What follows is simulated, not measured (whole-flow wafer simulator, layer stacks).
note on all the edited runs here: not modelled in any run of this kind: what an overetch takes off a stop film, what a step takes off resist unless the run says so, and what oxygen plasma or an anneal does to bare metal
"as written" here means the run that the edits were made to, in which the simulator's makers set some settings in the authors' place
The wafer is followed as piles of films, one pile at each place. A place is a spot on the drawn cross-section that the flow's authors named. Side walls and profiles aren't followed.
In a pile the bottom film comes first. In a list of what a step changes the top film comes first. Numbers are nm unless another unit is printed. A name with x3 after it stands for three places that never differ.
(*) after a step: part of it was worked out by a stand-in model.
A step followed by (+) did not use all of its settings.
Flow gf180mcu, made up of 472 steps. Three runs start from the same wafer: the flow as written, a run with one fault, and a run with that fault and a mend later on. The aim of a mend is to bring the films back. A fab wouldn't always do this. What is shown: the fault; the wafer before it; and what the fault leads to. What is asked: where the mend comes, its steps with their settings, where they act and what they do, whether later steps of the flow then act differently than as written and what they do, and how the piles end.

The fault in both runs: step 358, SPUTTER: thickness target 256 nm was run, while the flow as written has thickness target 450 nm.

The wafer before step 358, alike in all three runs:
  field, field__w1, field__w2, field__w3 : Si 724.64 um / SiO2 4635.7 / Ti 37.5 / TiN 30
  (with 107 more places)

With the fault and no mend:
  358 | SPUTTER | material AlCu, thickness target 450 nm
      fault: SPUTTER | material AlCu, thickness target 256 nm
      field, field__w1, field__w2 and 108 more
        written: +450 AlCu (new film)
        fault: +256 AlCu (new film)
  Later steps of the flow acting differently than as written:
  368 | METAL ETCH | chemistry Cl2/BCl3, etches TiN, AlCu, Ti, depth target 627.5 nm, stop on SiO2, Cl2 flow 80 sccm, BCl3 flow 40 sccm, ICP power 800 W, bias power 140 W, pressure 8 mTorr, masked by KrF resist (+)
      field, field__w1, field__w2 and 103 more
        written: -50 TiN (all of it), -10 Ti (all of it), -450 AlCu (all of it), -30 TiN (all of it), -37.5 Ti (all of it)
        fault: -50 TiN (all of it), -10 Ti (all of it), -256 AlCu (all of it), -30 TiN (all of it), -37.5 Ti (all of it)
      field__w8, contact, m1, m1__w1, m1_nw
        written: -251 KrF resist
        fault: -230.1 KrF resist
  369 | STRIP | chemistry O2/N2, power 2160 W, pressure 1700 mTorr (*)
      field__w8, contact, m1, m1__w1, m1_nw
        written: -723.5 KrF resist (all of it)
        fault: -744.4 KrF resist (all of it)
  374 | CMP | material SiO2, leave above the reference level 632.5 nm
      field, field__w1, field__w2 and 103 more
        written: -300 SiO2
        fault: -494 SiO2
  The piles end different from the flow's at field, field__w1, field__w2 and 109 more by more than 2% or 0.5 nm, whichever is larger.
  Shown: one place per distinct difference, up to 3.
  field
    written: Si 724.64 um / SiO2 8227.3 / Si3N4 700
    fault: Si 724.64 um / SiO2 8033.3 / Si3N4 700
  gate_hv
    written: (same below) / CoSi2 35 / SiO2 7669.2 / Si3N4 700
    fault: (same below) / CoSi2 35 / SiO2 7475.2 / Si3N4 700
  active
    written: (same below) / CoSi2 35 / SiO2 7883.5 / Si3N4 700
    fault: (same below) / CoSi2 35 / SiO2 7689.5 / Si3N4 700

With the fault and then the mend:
  The mend stands after step 358.
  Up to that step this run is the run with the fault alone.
  358a | SPUTTER | material AlCu, thickness target 194 nm (a further turn of the flow's step 358, with different settings)
      field, field__w1, field__w2 and 108 more
        +194 AlCu
  Later steps of the flow that are run all act as written at every place that is followed.
  By the end, the piles equal the flow's at every place that both follow.
